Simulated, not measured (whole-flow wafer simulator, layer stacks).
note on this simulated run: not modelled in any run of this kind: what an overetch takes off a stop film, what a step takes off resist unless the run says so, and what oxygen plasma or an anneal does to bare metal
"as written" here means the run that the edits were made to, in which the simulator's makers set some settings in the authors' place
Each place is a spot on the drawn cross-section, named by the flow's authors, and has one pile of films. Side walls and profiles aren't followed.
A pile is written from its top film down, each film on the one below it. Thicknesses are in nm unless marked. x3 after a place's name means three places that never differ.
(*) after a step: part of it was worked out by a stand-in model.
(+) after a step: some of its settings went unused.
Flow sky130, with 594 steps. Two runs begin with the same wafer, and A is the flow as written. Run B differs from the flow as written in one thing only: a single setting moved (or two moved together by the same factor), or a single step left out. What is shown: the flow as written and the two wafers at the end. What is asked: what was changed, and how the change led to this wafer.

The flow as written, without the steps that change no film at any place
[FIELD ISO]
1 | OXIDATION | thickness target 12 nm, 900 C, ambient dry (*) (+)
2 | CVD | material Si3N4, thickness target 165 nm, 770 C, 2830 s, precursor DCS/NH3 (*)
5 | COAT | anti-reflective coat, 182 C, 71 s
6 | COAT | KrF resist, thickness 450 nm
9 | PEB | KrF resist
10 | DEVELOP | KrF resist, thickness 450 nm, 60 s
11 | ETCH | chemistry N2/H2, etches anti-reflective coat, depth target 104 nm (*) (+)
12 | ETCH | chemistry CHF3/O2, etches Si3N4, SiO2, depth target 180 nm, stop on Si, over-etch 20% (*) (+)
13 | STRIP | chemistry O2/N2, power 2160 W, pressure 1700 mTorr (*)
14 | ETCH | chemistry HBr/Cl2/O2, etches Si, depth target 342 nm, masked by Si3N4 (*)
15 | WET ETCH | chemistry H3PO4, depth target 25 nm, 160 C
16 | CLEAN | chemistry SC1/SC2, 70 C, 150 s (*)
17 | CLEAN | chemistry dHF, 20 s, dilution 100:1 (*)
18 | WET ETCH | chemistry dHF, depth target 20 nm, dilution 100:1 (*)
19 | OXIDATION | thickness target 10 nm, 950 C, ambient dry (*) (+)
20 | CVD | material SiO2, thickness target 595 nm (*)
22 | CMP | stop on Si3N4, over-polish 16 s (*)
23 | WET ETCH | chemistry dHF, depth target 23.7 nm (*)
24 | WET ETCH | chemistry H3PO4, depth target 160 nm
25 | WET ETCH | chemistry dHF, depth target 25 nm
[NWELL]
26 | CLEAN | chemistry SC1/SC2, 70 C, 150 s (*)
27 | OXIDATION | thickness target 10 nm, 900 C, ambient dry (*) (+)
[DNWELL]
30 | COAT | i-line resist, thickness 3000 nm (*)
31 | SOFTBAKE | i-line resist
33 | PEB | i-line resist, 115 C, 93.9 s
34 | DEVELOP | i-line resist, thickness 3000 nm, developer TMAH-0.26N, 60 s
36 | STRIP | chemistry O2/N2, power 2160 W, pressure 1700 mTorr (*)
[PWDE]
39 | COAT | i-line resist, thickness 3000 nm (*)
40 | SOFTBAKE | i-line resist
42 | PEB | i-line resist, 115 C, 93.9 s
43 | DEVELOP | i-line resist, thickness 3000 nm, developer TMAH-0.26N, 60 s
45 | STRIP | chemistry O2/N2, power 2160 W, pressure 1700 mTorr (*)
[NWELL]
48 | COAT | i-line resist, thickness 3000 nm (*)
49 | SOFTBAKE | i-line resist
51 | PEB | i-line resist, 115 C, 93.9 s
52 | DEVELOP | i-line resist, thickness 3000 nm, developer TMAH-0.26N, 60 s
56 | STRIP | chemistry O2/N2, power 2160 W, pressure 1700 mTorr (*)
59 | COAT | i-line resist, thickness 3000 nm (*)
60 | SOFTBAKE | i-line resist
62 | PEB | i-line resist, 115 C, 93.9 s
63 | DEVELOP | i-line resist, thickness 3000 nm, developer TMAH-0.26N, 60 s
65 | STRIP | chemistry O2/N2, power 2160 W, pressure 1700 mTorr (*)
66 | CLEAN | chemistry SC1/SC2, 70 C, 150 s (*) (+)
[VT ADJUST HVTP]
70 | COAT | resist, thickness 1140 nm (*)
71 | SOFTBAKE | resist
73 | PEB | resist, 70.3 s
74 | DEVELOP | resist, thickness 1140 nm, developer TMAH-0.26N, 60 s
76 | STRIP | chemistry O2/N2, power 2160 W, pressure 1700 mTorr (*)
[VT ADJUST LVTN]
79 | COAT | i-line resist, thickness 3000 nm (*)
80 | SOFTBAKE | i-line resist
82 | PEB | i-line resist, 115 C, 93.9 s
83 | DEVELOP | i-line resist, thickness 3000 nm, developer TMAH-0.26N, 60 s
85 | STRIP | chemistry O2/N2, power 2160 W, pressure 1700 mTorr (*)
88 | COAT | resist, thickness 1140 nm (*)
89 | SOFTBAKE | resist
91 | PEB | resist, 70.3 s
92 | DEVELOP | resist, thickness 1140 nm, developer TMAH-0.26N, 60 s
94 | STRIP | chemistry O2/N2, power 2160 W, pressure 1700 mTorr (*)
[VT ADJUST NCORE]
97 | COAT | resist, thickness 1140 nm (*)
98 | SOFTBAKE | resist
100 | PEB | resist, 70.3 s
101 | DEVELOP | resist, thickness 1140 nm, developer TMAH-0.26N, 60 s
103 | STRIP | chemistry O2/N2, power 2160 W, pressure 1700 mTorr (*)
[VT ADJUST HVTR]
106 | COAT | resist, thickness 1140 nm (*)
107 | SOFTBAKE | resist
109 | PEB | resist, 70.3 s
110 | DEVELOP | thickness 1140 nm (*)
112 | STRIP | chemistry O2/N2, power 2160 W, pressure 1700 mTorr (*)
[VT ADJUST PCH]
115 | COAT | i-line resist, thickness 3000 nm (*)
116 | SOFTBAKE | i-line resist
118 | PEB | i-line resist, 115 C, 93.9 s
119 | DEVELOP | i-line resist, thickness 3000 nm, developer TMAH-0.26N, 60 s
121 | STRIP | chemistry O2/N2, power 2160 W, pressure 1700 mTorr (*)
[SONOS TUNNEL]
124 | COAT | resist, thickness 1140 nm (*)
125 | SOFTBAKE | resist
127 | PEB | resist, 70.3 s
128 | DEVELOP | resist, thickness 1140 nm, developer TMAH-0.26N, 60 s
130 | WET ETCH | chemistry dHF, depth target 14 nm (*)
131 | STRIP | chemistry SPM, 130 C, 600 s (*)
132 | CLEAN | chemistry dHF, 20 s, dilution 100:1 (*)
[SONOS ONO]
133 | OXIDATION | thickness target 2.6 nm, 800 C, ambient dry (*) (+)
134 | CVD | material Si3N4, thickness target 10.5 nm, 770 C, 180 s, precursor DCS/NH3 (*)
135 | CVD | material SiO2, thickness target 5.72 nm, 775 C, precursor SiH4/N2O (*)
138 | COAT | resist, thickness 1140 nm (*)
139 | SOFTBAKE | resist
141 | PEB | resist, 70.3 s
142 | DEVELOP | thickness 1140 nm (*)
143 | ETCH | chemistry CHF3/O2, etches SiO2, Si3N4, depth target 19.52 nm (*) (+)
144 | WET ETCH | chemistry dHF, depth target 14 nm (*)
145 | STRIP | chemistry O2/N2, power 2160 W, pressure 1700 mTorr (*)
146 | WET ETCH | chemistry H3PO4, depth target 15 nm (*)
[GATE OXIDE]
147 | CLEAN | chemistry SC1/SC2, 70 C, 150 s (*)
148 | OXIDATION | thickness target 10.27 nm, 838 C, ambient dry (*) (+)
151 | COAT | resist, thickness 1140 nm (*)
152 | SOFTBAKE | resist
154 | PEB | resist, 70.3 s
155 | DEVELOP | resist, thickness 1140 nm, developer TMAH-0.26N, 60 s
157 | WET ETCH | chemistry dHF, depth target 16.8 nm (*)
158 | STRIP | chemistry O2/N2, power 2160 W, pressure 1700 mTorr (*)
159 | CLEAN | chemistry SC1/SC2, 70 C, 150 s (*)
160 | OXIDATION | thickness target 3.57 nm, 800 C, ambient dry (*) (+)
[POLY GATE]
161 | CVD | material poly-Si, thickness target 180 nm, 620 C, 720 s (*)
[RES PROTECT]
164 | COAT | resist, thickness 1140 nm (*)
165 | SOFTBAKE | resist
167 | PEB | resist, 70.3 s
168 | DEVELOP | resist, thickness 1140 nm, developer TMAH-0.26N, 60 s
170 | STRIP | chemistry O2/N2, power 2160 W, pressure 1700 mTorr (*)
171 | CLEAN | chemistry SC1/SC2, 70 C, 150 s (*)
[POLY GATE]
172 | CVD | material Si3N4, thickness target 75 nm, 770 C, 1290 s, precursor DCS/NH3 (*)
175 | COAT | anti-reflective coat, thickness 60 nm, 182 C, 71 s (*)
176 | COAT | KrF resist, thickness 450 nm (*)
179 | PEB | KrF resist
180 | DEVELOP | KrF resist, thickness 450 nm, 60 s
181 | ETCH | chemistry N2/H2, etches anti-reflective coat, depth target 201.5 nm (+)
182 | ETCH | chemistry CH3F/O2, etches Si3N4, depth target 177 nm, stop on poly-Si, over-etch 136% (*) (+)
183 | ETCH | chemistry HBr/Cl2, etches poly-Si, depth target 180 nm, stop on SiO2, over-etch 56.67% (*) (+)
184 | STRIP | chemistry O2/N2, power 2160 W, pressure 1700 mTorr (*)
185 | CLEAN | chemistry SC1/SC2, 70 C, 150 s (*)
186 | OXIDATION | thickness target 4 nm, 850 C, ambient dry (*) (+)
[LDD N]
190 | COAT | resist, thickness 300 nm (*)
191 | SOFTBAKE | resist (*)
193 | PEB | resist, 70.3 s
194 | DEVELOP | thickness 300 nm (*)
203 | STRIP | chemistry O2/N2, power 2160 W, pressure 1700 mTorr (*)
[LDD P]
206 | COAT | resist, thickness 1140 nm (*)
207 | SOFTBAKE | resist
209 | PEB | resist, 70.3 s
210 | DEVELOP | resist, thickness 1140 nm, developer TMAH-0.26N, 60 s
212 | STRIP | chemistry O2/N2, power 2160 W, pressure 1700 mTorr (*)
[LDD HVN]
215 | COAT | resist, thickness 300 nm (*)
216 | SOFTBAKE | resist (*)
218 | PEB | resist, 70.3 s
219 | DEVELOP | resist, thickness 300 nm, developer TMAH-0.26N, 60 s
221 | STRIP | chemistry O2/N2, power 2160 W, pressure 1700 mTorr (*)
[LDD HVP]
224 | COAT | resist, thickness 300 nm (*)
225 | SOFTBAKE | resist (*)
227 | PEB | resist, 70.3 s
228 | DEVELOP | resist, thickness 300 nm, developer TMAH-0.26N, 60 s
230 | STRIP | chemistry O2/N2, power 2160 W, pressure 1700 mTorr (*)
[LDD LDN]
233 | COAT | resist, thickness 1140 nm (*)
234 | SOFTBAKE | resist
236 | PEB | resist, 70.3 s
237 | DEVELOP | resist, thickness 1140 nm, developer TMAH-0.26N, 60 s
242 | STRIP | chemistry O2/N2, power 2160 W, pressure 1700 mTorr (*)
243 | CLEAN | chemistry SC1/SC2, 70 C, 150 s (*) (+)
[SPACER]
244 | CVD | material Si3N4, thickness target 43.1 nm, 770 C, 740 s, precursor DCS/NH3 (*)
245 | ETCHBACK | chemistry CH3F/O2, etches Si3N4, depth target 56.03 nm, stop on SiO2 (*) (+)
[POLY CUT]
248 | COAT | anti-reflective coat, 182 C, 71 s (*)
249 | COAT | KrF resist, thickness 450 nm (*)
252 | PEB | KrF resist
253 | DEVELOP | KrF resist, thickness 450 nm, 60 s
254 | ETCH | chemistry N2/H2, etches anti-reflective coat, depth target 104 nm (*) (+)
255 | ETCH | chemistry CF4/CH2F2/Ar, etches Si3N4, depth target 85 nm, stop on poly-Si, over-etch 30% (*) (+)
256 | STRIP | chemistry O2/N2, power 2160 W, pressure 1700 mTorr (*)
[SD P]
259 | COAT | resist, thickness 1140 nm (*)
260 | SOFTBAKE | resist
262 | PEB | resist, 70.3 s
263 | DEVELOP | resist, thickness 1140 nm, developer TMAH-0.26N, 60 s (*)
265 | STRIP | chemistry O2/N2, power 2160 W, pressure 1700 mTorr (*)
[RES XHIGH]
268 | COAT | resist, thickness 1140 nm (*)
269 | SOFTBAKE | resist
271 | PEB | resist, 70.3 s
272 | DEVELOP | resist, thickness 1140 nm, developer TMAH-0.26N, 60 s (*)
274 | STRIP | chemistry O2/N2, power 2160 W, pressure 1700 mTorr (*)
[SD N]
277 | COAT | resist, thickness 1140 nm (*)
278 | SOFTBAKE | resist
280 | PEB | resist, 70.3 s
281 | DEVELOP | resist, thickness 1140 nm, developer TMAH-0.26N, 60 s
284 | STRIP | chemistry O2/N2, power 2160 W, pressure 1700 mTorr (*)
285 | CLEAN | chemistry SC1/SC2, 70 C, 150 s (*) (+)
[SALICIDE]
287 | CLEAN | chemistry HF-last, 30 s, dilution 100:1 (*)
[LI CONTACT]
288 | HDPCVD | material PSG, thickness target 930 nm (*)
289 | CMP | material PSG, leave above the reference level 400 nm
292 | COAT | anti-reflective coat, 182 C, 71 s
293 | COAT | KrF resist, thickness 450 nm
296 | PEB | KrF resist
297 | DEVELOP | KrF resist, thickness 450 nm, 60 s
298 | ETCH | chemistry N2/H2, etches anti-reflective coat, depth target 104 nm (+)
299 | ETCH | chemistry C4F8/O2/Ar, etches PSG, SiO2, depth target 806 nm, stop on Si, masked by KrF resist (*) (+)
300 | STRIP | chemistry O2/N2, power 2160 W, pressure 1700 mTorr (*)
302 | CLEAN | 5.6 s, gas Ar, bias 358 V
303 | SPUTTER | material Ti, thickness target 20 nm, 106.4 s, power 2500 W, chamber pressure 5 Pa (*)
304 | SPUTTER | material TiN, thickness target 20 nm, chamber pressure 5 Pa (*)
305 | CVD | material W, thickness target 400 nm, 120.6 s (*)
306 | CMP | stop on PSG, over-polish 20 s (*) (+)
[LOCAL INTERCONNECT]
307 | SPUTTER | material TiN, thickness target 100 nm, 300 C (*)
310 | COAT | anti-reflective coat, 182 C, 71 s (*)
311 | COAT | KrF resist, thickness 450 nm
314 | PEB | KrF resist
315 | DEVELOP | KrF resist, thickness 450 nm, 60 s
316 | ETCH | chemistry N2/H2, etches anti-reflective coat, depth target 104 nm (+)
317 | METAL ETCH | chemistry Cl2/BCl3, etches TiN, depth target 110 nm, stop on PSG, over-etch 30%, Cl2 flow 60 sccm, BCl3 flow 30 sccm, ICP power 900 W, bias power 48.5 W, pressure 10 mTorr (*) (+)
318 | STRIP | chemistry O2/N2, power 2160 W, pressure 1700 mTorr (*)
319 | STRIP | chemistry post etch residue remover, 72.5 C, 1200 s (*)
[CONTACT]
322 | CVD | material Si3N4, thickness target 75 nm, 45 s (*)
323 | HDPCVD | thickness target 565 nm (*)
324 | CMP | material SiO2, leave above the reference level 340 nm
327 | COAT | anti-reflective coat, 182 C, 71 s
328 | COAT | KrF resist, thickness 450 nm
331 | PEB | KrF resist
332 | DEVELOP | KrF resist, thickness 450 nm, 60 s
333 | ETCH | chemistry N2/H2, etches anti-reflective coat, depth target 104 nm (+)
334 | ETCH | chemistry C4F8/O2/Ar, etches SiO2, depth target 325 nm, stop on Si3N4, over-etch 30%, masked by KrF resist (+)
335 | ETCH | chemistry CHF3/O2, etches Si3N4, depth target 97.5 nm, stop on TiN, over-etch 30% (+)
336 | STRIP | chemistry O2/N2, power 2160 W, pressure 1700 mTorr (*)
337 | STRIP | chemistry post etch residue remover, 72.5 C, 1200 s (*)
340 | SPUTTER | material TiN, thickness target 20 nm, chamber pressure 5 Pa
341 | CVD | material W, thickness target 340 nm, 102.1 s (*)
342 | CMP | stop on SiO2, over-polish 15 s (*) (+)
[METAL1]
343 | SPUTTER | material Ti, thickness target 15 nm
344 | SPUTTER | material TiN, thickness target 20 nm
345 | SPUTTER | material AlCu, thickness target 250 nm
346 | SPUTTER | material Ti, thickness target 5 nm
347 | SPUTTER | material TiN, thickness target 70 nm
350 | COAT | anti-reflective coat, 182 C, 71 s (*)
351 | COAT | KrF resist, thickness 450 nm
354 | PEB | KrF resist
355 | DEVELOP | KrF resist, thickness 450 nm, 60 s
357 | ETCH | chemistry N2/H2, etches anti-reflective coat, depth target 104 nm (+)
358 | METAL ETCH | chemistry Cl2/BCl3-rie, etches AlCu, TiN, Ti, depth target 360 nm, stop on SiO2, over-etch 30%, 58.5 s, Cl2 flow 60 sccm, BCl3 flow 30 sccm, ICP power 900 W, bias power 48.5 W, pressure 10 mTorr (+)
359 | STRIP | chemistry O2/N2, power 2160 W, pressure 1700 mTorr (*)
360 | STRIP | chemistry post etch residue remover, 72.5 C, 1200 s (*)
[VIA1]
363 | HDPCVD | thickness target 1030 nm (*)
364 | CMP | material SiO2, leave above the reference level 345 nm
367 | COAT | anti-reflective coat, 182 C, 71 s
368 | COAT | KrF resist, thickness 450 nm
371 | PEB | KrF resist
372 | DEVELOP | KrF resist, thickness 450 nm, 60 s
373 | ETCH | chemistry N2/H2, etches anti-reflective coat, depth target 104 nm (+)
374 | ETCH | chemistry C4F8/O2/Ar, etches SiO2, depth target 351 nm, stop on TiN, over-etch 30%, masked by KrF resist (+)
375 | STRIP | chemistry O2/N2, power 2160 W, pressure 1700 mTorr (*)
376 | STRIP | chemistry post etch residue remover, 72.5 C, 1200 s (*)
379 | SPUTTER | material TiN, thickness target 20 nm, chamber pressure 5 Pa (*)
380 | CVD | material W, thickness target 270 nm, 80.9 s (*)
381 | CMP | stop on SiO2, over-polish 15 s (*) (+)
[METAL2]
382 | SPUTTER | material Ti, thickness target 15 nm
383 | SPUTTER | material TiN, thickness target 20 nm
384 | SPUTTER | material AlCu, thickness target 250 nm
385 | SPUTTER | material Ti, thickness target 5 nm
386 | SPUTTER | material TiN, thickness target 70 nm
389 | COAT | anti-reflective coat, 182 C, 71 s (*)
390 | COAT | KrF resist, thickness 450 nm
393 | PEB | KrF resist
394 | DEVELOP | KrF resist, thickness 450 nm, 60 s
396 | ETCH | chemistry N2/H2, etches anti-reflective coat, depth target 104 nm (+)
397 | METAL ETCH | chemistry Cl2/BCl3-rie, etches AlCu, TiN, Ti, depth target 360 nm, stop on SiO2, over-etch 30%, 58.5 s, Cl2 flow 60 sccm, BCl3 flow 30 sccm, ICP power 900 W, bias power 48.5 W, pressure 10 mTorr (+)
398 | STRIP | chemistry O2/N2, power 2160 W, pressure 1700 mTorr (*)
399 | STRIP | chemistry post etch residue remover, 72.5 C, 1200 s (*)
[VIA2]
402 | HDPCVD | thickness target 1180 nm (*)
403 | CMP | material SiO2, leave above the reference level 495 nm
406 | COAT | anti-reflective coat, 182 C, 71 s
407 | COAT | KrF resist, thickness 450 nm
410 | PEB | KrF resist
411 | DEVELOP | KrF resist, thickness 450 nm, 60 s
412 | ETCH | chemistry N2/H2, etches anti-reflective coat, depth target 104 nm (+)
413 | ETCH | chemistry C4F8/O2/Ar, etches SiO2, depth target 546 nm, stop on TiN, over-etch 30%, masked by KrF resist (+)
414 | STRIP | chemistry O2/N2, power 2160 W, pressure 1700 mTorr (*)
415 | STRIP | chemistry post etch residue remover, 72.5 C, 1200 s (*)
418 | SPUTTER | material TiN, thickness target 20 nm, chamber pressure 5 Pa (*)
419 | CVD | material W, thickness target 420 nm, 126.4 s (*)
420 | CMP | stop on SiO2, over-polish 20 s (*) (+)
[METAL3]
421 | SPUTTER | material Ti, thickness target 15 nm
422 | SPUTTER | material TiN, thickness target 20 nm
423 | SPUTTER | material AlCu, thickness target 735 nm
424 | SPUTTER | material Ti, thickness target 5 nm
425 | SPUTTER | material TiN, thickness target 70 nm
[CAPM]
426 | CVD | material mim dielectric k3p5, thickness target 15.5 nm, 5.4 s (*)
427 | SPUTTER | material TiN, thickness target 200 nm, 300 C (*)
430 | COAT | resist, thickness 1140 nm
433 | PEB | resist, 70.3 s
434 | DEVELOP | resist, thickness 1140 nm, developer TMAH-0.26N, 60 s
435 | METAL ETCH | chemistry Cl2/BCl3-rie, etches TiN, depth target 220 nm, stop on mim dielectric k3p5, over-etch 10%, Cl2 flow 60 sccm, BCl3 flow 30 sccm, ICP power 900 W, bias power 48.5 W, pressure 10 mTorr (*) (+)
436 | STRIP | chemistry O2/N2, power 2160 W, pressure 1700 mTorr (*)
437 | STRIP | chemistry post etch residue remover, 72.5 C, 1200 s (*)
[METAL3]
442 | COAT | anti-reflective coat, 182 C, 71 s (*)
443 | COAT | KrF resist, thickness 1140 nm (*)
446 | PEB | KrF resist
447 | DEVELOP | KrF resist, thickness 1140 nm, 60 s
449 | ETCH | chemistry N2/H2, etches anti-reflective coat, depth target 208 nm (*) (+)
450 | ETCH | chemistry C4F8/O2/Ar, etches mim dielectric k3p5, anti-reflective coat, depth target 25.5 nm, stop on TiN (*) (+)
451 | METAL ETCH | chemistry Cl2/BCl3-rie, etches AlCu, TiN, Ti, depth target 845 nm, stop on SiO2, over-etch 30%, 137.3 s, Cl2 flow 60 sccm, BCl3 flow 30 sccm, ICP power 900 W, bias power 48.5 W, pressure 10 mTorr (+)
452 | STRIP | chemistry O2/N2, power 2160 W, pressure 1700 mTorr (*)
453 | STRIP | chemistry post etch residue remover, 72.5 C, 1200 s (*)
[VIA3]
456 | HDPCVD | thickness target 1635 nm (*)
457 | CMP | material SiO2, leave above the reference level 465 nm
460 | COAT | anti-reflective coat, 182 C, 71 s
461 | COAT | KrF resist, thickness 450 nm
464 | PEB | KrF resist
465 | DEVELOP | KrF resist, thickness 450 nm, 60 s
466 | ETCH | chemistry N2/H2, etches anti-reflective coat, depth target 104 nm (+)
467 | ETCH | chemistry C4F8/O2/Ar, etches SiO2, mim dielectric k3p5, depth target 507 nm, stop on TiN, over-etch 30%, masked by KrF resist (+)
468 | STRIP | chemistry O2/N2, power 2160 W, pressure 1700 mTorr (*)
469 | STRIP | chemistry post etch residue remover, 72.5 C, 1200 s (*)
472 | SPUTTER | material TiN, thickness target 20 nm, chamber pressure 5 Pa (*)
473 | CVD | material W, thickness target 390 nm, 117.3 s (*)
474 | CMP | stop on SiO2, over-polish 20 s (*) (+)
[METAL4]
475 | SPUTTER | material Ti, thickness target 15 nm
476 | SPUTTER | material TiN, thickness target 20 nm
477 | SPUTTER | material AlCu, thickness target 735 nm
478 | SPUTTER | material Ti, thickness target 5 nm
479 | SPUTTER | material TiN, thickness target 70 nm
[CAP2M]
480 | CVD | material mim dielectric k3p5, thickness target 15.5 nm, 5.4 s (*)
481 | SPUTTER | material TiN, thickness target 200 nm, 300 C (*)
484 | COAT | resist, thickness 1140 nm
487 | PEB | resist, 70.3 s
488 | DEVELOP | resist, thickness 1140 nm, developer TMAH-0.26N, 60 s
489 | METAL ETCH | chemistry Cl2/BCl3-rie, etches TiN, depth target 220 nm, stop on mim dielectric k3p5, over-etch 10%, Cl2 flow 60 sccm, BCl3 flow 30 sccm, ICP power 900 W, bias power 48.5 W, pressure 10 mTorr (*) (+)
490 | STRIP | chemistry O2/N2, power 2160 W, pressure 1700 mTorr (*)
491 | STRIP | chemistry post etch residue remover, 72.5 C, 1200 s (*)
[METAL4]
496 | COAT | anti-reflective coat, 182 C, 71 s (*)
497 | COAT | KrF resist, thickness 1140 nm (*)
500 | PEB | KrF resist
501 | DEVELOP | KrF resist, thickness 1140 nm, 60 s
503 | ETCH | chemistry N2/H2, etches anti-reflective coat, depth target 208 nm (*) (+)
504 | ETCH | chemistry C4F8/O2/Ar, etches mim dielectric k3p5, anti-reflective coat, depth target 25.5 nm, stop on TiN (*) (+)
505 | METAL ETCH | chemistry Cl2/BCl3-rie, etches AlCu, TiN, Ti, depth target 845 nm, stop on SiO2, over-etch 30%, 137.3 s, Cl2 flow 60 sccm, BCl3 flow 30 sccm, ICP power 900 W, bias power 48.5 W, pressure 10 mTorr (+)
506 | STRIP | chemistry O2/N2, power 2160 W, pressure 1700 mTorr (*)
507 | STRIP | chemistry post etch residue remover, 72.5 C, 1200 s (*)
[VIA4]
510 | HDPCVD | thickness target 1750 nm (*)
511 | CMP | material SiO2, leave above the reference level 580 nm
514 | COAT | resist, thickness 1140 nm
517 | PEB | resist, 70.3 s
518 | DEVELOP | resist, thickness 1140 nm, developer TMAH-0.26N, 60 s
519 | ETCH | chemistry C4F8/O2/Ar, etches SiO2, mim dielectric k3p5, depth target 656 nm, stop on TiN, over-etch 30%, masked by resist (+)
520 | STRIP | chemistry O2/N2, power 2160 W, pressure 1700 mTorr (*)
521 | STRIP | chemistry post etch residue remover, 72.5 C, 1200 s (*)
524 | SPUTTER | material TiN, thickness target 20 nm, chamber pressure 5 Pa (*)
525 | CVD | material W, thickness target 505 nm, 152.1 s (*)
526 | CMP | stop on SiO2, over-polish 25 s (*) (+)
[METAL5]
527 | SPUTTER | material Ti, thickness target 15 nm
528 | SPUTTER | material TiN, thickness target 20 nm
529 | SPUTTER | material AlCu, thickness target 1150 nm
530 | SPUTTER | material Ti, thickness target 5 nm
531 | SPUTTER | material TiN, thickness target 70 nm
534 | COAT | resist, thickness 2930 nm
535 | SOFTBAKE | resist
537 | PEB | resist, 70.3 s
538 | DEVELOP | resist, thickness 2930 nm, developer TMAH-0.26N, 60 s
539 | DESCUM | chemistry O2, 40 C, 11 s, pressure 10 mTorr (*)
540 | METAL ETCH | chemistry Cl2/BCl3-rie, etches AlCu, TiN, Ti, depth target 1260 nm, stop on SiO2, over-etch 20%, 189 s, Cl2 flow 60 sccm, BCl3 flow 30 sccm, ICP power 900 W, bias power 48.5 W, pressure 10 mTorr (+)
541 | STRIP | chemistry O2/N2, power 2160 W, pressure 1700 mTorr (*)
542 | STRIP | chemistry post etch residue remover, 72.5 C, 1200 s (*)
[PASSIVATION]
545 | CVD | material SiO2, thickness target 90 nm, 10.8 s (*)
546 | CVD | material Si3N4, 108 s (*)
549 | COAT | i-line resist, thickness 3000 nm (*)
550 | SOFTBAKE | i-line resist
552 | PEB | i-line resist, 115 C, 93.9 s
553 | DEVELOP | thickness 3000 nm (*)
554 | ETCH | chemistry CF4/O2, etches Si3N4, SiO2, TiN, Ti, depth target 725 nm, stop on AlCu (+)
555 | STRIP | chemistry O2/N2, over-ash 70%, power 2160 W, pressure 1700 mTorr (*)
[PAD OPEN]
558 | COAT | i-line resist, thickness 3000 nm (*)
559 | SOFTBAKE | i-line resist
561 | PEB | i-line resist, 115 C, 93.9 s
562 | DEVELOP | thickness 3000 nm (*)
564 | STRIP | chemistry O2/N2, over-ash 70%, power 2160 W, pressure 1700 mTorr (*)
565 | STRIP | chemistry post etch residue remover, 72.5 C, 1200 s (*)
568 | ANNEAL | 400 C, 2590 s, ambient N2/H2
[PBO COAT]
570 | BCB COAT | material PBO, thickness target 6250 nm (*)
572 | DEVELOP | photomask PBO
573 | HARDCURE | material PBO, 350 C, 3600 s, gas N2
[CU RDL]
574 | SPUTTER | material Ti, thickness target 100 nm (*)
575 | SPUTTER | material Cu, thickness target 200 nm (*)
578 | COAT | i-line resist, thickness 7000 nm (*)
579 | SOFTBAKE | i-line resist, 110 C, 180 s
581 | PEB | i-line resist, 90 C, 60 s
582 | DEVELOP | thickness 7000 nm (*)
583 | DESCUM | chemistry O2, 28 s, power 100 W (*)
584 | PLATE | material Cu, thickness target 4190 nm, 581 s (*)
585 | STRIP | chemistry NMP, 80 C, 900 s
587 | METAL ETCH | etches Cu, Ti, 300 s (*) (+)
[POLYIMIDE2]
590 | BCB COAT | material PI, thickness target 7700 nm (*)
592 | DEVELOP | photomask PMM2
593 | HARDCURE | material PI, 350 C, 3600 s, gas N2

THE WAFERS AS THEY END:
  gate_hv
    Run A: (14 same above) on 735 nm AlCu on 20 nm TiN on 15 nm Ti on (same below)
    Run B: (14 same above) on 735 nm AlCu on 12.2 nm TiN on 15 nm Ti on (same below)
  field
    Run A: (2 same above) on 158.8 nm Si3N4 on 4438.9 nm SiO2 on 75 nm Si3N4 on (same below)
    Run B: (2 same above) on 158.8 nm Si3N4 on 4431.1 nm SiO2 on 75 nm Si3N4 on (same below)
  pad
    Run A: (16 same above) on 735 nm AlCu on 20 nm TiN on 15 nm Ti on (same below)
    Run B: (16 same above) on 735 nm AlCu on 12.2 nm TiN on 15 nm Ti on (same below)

The reason: step 422, SPUTTER: thickness target 12.2 nm was run, whereas the flow has thickness target 20 nm.
The wafer lets one read it off: gate_hv has TiN 12.2, and step 422 as written asks for 20 nm.

How this came from the change, step by step:
  422 | SPUTTER | material TiN, thickness target 20 nm
      field, active, n_well and 188 more: A TiN gains 20 (new film) | B TiN gains 12.2 (new film)
  451 | METAL ETCH | chemistry Cl2/BCl3-rie, etches AlCu, TiN, Ti, depth target 845 nm, stop on SiO2, over-etch 30%, 137.3 s, Cl2 flow 60 sccm, BCl3 flow 30 sccm, ICP power 900 W, bias power 48.5 W, pressure 10 mTorr (+)
      field, gate, spacer and 68 more: A TiN loses 70 (all of it), Ti loses 5 (all of it), AlCu loses 735 (all of it), TiN loses 20 (all of it), Ti loses 15 (all of it), SiO2 loses 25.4 | B TiN loses 70 (all of it), Ti loses 5 (all of it), AlCu loses 735 (all of it), TiN loses 12.2 (all of it), Ti loses 15 (all of it), SiO2 loses 26.1
      active, vpp_ln, vpp_iso2 and 11 more: A TiN loses 70 (all of it), Ti loses 5 (all of it), AlCu loses 735 (all of it), TiN loses 20 (all of it), Ti loses 15 (all of it), SiO2 loses 25.3 | B TiN loses 70 (all of it), Ti loses 5 (all of it), AlCu loses 735 (all of it), TiN loses 12.2 (all of it), Ti loses 15 (all of it), SiO2 loses 26.1
